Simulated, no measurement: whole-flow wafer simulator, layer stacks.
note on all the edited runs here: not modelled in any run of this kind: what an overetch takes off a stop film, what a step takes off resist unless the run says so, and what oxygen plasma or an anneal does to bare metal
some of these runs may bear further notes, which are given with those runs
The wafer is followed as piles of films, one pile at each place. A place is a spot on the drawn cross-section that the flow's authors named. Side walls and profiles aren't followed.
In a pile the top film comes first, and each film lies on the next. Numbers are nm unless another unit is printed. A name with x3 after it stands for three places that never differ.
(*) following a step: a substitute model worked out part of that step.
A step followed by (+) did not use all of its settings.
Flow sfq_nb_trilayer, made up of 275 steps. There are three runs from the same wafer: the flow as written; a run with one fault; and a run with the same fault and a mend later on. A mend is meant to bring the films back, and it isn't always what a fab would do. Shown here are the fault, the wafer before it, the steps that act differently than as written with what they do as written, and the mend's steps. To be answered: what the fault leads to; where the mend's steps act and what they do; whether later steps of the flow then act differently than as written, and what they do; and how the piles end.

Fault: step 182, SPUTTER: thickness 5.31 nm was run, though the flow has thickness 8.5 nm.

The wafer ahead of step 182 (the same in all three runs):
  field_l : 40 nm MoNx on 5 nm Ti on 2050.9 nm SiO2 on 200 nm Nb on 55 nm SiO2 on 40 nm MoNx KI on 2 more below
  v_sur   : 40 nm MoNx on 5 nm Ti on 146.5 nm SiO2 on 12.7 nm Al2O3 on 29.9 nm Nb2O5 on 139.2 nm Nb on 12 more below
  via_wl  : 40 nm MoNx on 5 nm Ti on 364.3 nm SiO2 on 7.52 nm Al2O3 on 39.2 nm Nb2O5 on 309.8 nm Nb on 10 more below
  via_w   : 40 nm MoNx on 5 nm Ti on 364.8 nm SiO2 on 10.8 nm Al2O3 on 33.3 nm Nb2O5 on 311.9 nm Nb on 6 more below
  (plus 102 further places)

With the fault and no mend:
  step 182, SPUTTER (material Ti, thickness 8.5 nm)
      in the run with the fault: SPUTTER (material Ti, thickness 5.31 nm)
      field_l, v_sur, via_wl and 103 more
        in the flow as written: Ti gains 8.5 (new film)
        in the run with the fault: Ti gains 5.31 (new film)
  Later steps of the flow acting differently than as written (13 other steps are not shown; they differ only slightly, by no more than 2% or 0.5 nm, whichever is larger):
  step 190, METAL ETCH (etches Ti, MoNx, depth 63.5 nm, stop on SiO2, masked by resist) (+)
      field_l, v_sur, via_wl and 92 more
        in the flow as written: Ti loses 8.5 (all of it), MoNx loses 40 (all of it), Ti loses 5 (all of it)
        in the run with the fault: Ti loses 5.31 (all of it), MoNx loses 40 (all of it), Ti loses 5 (all of it)
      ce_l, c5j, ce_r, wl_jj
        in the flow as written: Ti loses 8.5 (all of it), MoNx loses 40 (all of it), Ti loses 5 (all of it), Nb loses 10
        in the run with the fault: Ti loses 5.31 (all of it), MoNx loses 40 (all of it), Ti loses 5 (all of it), Nb loses 13.2
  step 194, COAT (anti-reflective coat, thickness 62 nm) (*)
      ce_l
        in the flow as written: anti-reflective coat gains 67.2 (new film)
        in the run with the fault: anti-reflective coat gains 68.6 (new film)
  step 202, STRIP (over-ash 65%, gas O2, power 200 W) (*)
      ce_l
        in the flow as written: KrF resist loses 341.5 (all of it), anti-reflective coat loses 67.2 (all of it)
        in the run with the fault: KrF resist loses 342.3 (all of it), anti-reflective coat loses 68.6 (all of it)
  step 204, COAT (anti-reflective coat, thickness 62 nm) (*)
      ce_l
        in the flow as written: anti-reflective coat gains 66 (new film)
        in the run with the fault: anti-reflective coat gains 67.4 (new film)
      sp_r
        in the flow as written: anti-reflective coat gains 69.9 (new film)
        in the run with the fault: anti-reflective coat gains 68.5 (new film)
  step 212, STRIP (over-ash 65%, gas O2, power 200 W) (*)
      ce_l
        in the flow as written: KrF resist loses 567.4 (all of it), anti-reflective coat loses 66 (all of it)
        in the run with the fault: KrF resist loses 568 (all of it), anti-reflective coat loses 67.4 (all of it)
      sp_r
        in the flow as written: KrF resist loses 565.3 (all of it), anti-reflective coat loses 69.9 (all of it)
        in the run with the fault: KrF resist loses 565.1 (all of it), anti-reflective coat loses 68.5 (all of it)
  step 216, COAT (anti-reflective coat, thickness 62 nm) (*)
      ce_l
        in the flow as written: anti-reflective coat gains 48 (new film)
        in the run with the fault: anti-reflective coat gains 49 (new film)
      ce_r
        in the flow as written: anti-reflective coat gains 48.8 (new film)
        in the run with the fault: anti-reflective coat gains 49.8 (new film)
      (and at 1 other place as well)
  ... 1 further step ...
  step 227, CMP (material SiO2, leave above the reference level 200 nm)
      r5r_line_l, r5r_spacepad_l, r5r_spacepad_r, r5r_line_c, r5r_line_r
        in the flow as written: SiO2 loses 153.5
        in the run with the fault: SiO2 loses 150.3
  The piles end different from the flow's at be_r, r_sur, res, r_end, r5r_line_l, r5r_line_c, r5r_line_r by more than 2% or 0.5 nm, whichever is larger.
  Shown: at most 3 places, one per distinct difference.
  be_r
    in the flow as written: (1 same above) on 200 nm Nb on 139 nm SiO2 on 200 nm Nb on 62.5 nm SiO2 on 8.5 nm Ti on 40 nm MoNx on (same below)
    in the run with the fault: (1 same above) on 200 nm Nb on 142.2 nm SiO2 on 200 nm Nb on 62.5 nm SiO2 on 5.31 nm Ti on 40 nm MoNx on (same below)
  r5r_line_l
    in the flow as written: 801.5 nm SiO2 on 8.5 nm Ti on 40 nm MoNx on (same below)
    in the run with the fault: 804.7 nm SiO2 on 5.31 nm Ti on 40 nm MoNx on (same below)
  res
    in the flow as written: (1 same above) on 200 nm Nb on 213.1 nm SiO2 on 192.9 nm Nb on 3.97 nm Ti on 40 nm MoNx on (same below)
    in the run with the fault: (1 same above) on 200 nm Nb on 216.3 nm SiO2 on 192.9 nm Nb on 0.78 nm Ti on 40 nm MoNx on (same below)

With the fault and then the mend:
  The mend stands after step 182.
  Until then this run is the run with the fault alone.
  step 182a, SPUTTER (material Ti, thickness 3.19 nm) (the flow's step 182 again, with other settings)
      field_l, v_sur, via_wl and 103 more
        Ti gains 3.19
  None of the later steps of the flow acts differently than as written at any place that is followed.
  At every place that both follow, the piles at the end match the flow's.
